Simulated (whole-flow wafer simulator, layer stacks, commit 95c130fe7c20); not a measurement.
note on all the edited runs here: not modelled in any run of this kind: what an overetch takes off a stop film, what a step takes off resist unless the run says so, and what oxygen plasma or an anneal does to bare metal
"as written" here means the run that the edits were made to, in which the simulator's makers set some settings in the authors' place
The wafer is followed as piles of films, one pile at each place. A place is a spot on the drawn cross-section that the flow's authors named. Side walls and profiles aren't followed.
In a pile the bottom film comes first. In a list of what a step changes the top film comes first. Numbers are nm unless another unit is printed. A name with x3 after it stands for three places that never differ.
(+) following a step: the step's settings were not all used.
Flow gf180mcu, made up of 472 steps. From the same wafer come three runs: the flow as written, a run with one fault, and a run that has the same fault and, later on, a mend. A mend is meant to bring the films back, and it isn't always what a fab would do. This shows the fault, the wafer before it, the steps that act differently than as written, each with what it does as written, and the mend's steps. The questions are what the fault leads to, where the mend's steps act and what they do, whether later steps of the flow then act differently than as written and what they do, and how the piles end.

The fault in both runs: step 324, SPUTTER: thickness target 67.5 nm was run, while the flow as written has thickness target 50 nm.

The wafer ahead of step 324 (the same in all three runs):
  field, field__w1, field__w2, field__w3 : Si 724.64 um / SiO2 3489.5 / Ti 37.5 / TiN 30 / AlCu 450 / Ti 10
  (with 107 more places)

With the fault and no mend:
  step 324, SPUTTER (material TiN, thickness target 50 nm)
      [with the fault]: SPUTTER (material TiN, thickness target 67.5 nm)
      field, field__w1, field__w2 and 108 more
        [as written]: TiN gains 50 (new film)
        [with the fault]: TiN gains 67.5 (new film)
  Later steps of the flow acting differently than as written (5 other steps are not shown; they differ only slightly, by no more than 2% or 0.5 nm, whichever is larger):
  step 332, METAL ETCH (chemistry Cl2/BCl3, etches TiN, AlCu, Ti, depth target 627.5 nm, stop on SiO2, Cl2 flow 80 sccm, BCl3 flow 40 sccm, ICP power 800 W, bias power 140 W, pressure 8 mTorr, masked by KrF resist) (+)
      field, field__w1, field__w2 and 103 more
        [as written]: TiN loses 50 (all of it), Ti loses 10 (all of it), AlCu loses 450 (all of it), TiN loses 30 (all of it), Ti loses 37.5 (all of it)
        [with the fault]: TiN loses 67.5 (all of it), Ti loses 10 (all of it), AlCu loses 450 (all of it), TiN loses 30 (all of it), Ti loses 37.5 (all of it)
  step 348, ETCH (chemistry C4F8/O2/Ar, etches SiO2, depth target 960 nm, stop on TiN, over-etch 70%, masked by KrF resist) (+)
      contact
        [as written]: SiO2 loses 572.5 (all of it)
        [with the fault]: SiO2 loses 555 (all of it)
  The piles end different from the flow's at field__w8, contact, m1, m1__w1, m1_nw by more than 2% or 0.5 nm, whichever is larger.
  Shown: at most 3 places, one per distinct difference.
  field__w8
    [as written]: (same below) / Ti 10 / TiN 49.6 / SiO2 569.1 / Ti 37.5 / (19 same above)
    [with the fault]: (same below) / Ti 10 / TiN 67.1 / SiO2 551.6 / Ti 37.5 / (19 same above)
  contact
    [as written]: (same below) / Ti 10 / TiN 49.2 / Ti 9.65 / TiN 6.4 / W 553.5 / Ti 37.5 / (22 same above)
    [with the fault]: (same below) / Ti 10 / TiN 66.7 / Ti 9.75 / TiN 6.47 / W 535.8 / Ti 37.5 / (22 same above)

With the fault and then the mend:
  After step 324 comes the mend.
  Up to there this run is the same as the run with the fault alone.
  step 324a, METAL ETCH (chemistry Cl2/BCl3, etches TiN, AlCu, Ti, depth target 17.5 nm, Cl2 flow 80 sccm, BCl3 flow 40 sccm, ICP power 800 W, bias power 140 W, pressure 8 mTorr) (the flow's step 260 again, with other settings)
      field, field__w1, field__w2 and 108 more
        TiN loses 17.5
  Later steps of the flow that are run all act as written at every place that is followed.
  At every place that both follow, the piles at the end match the flow's.
